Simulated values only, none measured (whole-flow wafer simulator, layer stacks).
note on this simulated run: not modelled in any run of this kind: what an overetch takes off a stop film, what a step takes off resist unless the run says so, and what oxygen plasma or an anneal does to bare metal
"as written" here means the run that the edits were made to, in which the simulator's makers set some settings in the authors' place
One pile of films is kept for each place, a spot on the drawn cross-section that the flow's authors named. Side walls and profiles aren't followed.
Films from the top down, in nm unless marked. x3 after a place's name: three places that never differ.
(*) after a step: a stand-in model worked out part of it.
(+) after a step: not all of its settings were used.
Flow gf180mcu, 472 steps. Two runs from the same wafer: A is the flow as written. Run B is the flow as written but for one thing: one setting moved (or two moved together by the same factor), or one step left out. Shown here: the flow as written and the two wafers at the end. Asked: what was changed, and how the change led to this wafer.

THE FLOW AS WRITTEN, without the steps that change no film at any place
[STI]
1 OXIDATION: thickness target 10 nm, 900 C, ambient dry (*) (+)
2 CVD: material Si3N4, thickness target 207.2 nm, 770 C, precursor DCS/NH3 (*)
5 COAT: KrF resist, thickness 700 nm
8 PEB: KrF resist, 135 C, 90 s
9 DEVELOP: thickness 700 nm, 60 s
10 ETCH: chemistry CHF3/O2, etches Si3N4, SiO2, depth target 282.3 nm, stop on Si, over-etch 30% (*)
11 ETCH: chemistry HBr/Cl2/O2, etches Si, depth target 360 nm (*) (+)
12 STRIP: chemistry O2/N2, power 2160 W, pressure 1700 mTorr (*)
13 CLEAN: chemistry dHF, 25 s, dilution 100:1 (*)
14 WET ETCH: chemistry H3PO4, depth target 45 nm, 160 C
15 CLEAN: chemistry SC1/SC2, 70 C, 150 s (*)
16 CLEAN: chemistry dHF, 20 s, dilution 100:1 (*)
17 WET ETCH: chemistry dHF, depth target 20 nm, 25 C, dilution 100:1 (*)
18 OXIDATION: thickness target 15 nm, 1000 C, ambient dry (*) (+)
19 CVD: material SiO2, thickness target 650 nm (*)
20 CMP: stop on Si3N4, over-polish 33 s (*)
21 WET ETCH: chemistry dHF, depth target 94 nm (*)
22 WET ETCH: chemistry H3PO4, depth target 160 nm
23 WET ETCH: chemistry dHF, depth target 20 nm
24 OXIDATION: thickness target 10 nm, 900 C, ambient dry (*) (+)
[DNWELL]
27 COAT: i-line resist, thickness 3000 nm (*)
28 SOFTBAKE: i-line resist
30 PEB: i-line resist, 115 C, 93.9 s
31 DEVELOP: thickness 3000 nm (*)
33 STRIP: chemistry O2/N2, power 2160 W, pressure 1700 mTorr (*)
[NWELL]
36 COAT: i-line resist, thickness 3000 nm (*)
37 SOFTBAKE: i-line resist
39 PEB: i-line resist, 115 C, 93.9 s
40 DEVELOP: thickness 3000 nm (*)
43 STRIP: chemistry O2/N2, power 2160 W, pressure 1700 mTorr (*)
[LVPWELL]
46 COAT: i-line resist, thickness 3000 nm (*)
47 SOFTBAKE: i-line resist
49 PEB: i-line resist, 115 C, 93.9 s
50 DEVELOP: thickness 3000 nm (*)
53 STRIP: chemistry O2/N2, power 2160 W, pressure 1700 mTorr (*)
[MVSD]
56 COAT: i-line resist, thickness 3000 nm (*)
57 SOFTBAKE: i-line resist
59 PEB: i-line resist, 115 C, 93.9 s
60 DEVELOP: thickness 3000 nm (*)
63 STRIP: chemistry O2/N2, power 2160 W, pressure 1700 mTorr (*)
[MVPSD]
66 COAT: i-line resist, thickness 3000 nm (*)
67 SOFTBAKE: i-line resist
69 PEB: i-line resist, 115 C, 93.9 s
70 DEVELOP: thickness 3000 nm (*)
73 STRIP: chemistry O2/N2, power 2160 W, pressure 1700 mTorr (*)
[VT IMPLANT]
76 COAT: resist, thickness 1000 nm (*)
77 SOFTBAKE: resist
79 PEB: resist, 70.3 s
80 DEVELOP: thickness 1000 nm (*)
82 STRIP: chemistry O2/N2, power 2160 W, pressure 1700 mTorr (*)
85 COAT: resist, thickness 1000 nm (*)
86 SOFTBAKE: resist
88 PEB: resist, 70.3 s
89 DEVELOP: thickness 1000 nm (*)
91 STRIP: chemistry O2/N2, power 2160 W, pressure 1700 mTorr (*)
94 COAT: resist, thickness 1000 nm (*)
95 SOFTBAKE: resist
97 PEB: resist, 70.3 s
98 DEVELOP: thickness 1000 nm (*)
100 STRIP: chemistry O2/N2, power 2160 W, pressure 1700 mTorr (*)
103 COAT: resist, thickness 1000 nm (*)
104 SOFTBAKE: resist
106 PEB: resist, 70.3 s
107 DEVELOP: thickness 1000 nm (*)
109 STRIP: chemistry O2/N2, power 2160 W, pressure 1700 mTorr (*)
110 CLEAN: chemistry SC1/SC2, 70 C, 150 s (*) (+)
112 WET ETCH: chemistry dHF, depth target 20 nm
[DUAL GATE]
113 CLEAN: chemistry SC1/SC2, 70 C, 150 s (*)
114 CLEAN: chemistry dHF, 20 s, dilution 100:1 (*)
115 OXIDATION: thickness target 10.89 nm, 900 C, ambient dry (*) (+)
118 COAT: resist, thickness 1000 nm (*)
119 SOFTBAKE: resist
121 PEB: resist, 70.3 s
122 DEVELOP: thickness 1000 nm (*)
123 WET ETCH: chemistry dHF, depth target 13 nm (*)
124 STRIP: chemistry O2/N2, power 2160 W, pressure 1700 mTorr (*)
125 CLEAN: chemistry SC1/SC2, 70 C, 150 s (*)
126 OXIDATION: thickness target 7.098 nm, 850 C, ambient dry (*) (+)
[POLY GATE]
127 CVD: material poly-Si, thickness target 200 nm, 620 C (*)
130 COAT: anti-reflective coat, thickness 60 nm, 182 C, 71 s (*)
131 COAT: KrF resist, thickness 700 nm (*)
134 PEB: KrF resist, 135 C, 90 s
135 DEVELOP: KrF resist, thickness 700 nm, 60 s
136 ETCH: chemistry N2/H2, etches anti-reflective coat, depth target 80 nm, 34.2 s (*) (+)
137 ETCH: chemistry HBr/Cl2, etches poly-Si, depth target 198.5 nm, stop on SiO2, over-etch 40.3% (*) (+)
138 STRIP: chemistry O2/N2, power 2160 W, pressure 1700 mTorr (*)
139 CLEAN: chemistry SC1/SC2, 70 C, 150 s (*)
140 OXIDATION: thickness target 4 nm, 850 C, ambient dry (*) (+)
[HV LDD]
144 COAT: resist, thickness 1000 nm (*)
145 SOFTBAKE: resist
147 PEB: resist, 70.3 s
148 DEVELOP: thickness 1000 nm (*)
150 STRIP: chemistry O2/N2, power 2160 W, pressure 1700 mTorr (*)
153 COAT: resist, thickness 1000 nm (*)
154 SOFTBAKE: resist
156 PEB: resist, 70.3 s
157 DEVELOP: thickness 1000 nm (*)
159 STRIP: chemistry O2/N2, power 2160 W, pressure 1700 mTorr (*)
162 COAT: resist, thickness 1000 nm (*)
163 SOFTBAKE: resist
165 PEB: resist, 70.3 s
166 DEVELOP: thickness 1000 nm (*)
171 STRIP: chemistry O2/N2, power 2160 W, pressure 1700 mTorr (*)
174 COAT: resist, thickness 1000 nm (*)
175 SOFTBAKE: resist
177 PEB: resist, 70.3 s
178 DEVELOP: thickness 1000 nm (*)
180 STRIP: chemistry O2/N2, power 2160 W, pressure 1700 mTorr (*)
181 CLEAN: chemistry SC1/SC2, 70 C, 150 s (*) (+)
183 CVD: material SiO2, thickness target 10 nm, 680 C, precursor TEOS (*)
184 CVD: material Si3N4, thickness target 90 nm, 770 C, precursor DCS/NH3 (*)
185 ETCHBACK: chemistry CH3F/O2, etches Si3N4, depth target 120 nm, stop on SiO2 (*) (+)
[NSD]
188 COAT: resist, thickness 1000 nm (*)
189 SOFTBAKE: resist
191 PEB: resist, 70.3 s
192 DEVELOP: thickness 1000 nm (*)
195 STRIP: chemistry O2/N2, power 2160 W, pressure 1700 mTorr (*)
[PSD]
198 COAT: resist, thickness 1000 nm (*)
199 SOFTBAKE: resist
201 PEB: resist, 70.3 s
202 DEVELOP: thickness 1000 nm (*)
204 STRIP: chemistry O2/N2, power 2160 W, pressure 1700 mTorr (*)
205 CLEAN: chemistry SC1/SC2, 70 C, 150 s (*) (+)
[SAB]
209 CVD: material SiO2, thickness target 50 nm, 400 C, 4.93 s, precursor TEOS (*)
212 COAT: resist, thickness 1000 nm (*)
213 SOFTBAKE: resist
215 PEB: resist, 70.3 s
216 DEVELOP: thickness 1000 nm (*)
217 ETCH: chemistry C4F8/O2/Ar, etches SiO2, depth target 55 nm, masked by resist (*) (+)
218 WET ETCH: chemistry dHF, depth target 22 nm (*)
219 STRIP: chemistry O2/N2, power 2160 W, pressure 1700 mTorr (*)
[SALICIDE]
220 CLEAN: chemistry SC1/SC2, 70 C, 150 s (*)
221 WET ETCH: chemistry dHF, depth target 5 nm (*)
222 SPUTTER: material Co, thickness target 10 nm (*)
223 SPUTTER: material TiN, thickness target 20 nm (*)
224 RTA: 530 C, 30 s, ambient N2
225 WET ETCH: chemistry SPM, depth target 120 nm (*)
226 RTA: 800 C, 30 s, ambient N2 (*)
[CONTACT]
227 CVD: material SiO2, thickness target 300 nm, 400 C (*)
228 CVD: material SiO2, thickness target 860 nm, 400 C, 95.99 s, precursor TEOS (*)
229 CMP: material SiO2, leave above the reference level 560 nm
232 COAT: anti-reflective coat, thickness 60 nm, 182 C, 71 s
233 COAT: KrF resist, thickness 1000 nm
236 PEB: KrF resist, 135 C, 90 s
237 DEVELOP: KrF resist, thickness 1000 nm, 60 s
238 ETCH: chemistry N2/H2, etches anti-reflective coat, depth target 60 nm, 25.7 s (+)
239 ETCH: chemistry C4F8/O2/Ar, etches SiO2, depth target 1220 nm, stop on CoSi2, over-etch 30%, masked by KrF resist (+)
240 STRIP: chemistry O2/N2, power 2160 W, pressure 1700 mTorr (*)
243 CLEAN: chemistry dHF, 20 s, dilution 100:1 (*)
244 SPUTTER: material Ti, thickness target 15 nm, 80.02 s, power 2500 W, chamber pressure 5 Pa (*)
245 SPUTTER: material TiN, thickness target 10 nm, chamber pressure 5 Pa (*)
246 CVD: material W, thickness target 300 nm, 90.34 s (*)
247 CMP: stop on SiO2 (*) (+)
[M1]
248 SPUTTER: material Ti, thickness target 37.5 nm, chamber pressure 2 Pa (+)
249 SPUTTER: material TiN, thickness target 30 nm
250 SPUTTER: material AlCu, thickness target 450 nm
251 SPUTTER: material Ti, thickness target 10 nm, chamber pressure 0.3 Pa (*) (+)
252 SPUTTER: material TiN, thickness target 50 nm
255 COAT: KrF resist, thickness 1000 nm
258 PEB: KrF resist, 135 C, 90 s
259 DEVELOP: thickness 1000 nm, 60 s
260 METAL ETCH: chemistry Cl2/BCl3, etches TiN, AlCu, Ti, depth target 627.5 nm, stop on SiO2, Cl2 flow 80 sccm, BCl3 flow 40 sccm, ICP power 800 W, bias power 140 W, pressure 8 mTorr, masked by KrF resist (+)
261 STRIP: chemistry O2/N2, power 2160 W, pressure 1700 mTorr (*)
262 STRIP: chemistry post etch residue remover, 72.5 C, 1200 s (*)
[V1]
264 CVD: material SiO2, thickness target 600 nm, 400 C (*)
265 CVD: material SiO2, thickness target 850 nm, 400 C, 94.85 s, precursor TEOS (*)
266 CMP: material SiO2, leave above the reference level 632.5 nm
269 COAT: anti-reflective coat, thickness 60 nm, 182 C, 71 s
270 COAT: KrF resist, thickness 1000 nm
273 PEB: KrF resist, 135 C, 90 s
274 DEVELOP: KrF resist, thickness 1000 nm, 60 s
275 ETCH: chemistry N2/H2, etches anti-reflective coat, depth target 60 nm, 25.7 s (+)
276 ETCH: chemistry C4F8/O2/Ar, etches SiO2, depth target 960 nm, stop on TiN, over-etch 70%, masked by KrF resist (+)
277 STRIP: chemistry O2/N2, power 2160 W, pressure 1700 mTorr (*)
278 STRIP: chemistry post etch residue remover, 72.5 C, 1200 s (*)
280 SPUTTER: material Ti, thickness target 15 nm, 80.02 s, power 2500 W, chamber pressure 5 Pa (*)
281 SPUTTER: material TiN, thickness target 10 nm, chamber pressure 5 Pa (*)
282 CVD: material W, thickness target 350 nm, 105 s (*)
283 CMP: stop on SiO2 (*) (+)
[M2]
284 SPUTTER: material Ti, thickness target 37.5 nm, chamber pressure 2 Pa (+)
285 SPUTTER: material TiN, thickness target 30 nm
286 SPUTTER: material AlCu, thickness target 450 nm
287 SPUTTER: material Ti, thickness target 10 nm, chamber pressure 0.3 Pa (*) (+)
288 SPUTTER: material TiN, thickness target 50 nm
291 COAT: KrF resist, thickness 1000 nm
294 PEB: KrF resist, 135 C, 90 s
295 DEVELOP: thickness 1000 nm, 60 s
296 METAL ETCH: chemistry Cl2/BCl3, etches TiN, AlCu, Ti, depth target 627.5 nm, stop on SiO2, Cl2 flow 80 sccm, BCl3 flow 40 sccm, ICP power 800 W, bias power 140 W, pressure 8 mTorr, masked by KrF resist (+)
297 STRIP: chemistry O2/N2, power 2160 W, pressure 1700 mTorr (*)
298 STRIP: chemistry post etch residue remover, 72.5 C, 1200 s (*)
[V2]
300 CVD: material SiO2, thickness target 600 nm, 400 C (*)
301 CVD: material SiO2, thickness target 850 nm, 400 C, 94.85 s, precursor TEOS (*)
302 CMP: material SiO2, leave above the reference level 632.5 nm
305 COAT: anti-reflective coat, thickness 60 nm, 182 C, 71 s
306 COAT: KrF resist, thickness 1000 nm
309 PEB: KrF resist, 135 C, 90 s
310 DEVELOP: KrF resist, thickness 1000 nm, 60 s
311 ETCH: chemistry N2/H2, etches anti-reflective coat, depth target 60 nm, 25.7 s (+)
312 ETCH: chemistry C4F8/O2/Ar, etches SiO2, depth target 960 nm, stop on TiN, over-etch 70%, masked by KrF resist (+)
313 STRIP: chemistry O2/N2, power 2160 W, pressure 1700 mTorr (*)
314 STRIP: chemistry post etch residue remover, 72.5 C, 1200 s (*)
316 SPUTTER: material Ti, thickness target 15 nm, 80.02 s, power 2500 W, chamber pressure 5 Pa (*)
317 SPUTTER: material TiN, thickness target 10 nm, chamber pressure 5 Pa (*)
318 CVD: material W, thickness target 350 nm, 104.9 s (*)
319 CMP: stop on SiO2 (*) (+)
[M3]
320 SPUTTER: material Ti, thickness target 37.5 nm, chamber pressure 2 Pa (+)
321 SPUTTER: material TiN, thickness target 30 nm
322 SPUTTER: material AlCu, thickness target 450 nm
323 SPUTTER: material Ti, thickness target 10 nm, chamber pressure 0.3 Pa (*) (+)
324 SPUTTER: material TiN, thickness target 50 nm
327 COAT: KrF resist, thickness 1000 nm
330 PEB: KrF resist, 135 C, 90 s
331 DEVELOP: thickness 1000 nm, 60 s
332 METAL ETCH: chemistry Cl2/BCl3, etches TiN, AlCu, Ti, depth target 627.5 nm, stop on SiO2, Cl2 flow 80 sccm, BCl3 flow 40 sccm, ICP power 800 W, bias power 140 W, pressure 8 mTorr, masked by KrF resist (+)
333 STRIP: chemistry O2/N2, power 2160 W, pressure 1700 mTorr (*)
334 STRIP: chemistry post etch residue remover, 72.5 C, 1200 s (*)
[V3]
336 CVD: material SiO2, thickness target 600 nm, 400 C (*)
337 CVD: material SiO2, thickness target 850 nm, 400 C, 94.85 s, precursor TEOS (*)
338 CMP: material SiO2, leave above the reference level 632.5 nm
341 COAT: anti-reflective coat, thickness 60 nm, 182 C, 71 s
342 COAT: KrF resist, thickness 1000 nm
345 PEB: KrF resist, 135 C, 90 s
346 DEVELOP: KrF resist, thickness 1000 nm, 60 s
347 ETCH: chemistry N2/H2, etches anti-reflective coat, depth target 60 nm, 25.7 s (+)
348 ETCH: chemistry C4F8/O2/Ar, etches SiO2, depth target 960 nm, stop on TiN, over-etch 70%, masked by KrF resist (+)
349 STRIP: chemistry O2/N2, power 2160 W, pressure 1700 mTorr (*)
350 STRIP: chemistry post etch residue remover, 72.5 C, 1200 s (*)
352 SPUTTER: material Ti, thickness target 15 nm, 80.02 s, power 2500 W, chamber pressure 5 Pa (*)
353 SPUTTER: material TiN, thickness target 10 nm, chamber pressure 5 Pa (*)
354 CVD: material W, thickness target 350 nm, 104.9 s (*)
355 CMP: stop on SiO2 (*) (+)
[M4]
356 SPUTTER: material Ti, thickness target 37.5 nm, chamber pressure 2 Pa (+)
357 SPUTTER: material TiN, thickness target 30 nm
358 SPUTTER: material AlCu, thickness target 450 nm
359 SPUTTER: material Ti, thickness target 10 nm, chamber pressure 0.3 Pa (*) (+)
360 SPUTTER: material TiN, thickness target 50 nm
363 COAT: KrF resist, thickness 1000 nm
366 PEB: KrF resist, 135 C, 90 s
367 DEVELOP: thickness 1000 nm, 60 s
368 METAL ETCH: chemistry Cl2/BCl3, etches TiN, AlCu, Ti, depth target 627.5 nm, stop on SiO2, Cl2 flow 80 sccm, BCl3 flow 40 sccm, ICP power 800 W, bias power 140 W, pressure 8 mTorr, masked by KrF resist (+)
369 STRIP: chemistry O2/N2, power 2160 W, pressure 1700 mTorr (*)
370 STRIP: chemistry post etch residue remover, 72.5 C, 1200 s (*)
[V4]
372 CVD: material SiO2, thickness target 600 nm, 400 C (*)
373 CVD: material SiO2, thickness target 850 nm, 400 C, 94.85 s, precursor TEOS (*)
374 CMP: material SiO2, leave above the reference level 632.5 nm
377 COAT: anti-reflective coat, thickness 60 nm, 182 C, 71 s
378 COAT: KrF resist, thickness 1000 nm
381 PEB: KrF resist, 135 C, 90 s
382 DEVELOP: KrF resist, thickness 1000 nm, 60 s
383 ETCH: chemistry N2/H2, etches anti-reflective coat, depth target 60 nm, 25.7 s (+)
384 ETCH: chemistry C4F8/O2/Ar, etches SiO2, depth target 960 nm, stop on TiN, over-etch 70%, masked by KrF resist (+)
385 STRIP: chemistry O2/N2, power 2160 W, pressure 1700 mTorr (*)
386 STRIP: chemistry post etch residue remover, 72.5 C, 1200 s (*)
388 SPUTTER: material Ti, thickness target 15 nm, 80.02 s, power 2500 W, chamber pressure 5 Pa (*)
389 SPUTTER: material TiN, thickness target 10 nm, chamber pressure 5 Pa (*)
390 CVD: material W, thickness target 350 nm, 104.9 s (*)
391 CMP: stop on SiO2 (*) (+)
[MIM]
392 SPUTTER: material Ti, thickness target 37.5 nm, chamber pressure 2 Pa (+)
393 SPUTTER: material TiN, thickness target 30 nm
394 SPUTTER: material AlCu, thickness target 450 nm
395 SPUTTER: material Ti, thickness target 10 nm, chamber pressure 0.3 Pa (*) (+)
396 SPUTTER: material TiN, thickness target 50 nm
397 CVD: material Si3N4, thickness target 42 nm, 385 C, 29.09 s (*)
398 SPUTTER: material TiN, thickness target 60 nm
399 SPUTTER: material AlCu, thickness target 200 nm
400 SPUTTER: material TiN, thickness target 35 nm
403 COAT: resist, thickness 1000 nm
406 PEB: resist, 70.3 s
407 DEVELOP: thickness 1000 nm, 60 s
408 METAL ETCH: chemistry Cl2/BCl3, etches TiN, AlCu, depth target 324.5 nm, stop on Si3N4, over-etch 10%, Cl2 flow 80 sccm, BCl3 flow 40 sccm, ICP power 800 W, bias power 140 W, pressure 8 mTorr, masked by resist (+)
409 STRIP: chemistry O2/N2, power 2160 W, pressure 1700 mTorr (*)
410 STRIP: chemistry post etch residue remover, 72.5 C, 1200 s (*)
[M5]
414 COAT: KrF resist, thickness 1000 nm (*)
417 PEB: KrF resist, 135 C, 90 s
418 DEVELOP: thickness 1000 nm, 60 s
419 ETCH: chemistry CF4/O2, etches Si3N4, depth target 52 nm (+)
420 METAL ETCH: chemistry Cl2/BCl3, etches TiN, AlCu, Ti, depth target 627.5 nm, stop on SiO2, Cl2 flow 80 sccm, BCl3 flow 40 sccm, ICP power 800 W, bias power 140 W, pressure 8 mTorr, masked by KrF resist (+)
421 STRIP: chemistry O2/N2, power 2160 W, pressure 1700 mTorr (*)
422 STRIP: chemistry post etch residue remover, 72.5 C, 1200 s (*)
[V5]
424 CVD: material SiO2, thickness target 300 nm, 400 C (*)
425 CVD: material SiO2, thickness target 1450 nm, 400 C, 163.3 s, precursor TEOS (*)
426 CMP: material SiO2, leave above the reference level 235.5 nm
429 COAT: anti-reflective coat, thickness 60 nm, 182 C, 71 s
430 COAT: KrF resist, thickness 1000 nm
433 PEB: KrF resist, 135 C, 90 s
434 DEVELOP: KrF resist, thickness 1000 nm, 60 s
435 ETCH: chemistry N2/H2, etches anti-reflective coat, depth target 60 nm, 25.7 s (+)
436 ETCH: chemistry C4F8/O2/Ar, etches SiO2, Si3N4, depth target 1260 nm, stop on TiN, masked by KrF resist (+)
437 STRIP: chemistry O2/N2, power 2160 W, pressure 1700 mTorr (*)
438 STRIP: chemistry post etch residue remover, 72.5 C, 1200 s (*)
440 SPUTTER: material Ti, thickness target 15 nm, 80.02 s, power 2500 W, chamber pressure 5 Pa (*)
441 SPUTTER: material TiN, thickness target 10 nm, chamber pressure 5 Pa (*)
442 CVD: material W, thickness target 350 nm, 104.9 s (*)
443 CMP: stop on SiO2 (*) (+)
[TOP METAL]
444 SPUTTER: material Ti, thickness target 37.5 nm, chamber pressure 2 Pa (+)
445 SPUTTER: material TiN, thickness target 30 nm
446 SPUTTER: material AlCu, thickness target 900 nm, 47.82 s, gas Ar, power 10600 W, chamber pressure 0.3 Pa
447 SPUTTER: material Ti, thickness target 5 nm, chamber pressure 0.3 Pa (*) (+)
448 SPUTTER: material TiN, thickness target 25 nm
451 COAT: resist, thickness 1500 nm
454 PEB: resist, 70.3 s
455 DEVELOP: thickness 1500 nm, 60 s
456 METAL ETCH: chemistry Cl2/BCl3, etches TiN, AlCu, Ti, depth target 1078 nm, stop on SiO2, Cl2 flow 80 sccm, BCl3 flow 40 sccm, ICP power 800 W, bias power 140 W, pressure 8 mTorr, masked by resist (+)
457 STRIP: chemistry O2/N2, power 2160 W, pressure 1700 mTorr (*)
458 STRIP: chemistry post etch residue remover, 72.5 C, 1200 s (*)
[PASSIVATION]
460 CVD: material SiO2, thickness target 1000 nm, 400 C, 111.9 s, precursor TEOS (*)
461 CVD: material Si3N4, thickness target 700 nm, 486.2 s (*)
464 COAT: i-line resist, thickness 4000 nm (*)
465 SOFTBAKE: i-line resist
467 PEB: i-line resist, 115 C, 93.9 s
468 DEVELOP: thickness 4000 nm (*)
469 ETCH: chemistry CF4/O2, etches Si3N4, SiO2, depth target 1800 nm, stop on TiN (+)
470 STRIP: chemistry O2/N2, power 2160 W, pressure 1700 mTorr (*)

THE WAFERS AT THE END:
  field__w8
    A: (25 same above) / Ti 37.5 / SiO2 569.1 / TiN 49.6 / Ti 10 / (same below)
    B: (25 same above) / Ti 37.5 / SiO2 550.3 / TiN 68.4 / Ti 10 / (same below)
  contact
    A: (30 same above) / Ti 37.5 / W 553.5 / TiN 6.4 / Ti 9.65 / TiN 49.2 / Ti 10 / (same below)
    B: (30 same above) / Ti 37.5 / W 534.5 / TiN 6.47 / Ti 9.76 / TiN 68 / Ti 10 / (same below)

The cause: step 288, SPUTTER: thickness target 68.8 nm was run, where the flow has thickness target 50 nm.

How the change led to this, step by step:
  288 SPUTTER: material TiN, thickness target 50 nm
      field, field__w1, field__w2 and 108 more: A TiN +50 (new film) | B TiN +68.8 (new film)
  296 METAL ETCH: chemistry Cl2/BCl3, etches TiN, AlCu, Ti, depth target 627.5 nm, stop on SiO2, Cl2 flow 80 sccm, BCl3 flow 40 sccm, ICP power 800 W, bias power 140 W, pressure 8 mTorr, masked by KrF resist (+)
      field, field__w1, field__w2 and 103 more: A TiN -50 (all of it), Ti -10 (all of it), AlCu -450 (all of it), TiN -30 (all of it), Ti -37.5 (all of it) | B TiN -68.8 (all of it), Ti -10 (all of it), AlCu -450 (all of it), TiN -30 (all of it), Ti -37.5 (all of it)
  302 CMP: material SiO2, leave above the reference level 632.5 nm
      field__w8, contact, m1, m1__w1, m1_nw: A SiO2 -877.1 | B SiO2 -895.9
  312 ETCH: chemistry C4F8/O2/Ar, etches SiO2, depth target 960 nm, stop on TiN, over-etch 70%, masked by KrF resist (+)
      contact: A SiO2 -572.5 (all of it) | B SiO2 -553.7 (all of it)
  318 CVD: material W, thickness target 350 nm, 104.9 s (*)
      contact: A W +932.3 (new film) | B W +913.3 (new film)
